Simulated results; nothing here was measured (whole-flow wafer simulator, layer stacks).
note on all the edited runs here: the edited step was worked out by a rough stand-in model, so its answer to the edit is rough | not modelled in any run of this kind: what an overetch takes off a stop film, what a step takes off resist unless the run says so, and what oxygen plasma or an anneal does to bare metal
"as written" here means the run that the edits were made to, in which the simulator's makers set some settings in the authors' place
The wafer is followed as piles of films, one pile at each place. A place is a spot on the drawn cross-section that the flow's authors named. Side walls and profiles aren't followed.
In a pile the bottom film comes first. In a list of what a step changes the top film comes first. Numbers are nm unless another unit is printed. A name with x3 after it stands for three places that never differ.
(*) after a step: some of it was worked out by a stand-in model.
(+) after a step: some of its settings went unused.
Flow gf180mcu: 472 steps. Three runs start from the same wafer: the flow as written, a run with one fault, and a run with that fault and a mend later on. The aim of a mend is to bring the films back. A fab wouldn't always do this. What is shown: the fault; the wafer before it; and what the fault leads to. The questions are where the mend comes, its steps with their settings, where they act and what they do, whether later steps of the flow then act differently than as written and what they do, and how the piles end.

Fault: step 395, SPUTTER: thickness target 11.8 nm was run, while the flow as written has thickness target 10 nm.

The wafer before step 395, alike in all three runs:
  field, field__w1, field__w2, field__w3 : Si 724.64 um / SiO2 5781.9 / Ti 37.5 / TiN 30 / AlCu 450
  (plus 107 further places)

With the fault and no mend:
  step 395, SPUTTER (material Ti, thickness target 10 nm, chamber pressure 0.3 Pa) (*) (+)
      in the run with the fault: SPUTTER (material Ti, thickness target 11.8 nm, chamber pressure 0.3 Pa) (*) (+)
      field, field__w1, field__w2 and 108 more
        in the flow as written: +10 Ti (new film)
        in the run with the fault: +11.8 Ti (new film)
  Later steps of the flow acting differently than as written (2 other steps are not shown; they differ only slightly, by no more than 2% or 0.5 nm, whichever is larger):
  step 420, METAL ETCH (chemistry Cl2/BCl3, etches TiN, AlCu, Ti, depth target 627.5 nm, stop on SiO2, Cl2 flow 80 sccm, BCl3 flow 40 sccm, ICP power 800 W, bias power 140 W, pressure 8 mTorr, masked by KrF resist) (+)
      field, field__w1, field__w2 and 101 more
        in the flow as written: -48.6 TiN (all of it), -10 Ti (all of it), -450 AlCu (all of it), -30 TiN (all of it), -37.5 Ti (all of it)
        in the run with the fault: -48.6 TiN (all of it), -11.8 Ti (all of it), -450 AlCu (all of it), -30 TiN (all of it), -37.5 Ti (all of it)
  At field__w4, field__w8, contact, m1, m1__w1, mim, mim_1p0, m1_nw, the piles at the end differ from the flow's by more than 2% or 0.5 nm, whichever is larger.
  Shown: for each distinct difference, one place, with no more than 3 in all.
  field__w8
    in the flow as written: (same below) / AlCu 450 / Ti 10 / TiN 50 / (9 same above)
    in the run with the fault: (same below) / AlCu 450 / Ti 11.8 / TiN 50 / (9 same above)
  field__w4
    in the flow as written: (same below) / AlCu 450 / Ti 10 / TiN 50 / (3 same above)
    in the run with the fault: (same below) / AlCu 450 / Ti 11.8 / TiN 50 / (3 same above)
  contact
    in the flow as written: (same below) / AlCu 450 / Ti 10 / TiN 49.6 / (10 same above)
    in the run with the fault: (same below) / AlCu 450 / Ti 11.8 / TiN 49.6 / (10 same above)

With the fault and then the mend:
  After step 395 comes the mend.
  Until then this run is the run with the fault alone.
  step 395a, METAL ETCH (chemistry Cl2/BCl3, etches TiN, AlCu, Ti, depth target 1.8 nm, Cl2 flow 80 sccm, BCl3 flow 40 sccm, ICP power 800 W, bias power 140 W, pressure 8 mTorr) (the flow's step 260, run once more with other settings)
      field, field__w1, field__w2 and 108 more
        -1.8 Ti
  Every later step of the flow that is run acts as written at every place that is followed.
  The piles end the same as the flow's at every place that both follow.
